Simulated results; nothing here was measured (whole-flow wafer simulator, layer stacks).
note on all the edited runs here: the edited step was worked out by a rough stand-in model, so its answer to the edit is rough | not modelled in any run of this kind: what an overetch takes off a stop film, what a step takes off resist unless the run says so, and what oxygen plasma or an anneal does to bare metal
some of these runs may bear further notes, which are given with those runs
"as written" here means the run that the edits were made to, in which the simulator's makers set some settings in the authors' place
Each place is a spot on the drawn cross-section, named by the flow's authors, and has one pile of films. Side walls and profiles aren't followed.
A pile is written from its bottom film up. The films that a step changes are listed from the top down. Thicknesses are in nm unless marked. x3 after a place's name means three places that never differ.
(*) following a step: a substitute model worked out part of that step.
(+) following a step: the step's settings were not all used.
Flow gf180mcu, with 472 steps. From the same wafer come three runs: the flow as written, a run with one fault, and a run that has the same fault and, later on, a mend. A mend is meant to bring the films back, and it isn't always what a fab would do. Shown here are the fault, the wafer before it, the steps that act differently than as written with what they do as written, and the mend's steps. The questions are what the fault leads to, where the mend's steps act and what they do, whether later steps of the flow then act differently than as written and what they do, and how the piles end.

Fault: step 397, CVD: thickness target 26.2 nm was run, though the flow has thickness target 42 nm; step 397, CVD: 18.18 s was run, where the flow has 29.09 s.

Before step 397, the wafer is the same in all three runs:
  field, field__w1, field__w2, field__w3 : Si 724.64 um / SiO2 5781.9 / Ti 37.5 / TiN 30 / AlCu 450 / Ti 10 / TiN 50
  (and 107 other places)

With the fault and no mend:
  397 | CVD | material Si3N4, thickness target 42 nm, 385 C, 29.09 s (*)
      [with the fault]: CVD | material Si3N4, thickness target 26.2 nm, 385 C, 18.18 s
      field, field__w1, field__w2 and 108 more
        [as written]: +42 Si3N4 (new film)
        [with the fault]: +26.3 Si3N4 (new film)
  Later steps of the flow acting differently than as written (6 more steps, not shown, differ only slightly: by at most 2% or 0.5 nm, whichever is larger):
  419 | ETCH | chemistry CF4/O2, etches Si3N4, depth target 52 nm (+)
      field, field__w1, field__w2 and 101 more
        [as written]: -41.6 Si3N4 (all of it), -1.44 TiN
        [with the fault]: -25.9 Si3N4 (all of it), -1.8 TiN
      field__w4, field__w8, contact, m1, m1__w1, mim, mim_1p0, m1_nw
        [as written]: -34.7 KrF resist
        [with the fault]: -25.9 KrF resist
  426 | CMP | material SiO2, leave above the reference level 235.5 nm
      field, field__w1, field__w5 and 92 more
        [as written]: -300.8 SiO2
        [with the fault]: -316.6 SiO2
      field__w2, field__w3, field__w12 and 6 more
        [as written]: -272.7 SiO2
        [with the fault]: -289.1 SiO2
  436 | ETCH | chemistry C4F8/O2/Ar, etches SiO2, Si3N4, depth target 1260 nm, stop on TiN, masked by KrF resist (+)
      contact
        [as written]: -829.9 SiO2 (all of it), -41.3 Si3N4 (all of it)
        [with the fault]: -829.9 SiO2 (all of it), -25.6 Si3N4 (all of it)
  The piles end different from the flow's at field__w4, field__w8, m1, m1__w1, mim, mim_1p0, m1_nw by more than 2% or 0.5 nm, whichever is larger.
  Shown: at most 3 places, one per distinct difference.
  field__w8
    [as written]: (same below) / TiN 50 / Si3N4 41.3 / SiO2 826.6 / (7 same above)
    [with the fault]: (same below) / TiN 50 / Si3N4 25.6 / SiO2 826.6 / (7 same above)
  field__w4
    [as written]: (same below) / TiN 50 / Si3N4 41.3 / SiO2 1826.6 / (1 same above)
    [with the fault]: (same below) / TiN 50 / Si3N4 25.6 / SiO2 1826.6 / (1 same above)
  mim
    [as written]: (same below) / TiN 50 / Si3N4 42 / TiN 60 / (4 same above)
    [with the fault]: (same below) / TiN 50 / Si3N4 26.3 / TiN 60 / (4 same above)

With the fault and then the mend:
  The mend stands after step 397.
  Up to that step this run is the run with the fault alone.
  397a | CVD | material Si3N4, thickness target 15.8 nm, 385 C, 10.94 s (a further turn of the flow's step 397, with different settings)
      field, field__w1, field__w2 and 108 more
        +15.8 Si3N4
  None of the later steps of the flow differs from how it acts as written, at any place that is followed, by more than 2% or 0.5 nm, whichever is larger.
  The piles end only slightly different from the flow's at the places that both follow, by no more than 2% or 0.5 nm, whichever is larger.
